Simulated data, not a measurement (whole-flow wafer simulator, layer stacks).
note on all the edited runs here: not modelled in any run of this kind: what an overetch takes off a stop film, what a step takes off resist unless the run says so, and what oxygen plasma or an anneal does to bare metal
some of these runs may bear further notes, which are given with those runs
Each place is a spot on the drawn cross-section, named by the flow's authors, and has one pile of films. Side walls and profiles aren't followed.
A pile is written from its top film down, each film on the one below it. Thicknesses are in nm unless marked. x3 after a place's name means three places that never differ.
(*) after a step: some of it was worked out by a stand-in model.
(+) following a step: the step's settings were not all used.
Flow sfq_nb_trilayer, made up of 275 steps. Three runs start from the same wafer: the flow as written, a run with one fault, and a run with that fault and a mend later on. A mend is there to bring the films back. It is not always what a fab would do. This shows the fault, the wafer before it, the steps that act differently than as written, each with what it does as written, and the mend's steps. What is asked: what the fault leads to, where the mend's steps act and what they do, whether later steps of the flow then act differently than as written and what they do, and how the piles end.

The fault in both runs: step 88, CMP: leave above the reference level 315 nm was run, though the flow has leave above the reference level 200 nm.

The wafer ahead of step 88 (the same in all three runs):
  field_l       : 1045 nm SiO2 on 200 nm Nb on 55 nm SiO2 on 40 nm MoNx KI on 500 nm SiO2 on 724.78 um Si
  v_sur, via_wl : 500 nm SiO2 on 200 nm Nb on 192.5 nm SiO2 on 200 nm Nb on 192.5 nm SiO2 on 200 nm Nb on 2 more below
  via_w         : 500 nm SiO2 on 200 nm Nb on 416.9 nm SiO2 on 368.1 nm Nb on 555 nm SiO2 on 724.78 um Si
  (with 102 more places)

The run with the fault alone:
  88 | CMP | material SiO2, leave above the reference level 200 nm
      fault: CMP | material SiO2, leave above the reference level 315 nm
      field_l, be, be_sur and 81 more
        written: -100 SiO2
        fault: nothing
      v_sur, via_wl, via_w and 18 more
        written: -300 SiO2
        fault: -185 SiO2
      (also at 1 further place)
  Later steps of the flow acting differently than as written (not shown: 6 more steps that differ only slightly, by at most 2% or 0.5 nm, whichever is larger):
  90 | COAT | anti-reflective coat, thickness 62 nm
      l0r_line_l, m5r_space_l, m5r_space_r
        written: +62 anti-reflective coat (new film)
        fault: +63.3 anti-reflective coat (new film)
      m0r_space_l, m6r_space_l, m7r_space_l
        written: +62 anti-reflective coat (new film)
        fault: +64.1 anti-reflective coat (new film)
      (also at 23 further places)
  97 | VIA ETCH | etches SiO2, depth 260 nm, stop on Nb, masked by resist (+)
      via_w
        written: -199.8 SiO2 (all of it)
        fault: -260 SiO2
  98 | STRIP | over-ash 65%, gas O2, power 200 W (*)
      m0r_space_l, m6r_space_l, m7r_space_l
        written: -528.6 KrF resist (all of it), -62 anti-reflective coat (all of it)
        fault: -531.1 KrF resist (all of it), -64.1 anti-reflective coat (all of it)
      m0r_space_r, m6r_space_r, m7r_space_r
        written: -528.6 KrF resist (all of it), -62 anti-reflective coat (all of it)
        fault: -531 KrF resist (all of it), -64.2 anti-reflective coat (all of it)
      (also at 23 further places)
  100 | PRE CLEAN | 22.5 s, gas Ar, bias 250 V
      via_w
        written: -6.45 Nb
        fault: -7.5 SiO2
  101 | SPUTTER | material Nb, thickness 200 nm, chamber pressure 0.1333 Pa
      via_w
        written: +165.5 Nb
        fault: +152.6 Nb (new film)
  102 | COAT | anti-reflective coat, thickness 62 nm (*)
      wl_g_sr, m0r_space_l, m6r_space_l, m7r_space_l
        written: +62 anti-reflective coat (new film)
        fault: +64 anti-reflective coat (new film)
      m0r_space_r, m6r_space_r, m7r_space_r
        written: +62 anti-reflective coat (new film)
        fault: +63.9 anti-reflective coat (new film)
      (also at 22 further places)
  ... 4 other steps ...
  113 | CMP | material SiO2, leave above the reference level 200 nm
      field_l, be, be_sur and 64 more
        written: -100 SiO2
        fault: -85 SiO2
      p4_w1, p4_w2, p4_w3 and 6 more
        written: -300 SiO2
        fault: -285 SiO2
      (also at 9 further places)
  At field_l, v_sur, via_wl and 103 more, the piles at the end differ from the flow's by more than 2% or 0.5 nm, whichever is larger.
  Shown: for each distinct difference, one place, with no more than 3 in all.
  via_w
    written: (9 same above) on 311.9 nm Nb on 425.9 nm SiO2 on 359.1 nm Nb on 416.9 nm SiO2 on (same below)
    fault: (9 same above) on 311.9 nm Nb on 500.1 nm SiO2 on 152.6 nm Nb on 47.3 nm SiO2 on 200 nm Nb on 416.9 nm SiO2 on (same below)
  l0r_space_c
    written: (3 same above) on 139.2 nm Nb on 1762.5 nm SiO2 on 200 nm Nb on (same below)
    fault: (3 same above) on 139.2 nm Nb on 1877.5 nm SiO2 on 200 nm Nb on (same below)
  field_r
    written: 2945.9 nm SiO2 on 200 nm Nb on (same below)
    fault: 3060.9 nm SiO2 on 200 nm Nb on (same below)

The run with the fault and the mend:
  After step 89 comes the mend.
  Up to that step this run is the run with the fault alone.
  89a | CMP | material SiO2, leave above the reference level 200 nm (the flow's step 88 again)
      field_l, be, be_sur and 81 more
        -100 SiO2
      v_sur, via_wl, via_w and 19 more
        -115 SiO2
  None of the later steps of the flow acts differently than as written at any place that is followed.
  At every place that both follow, the piles at the end match the flow's.
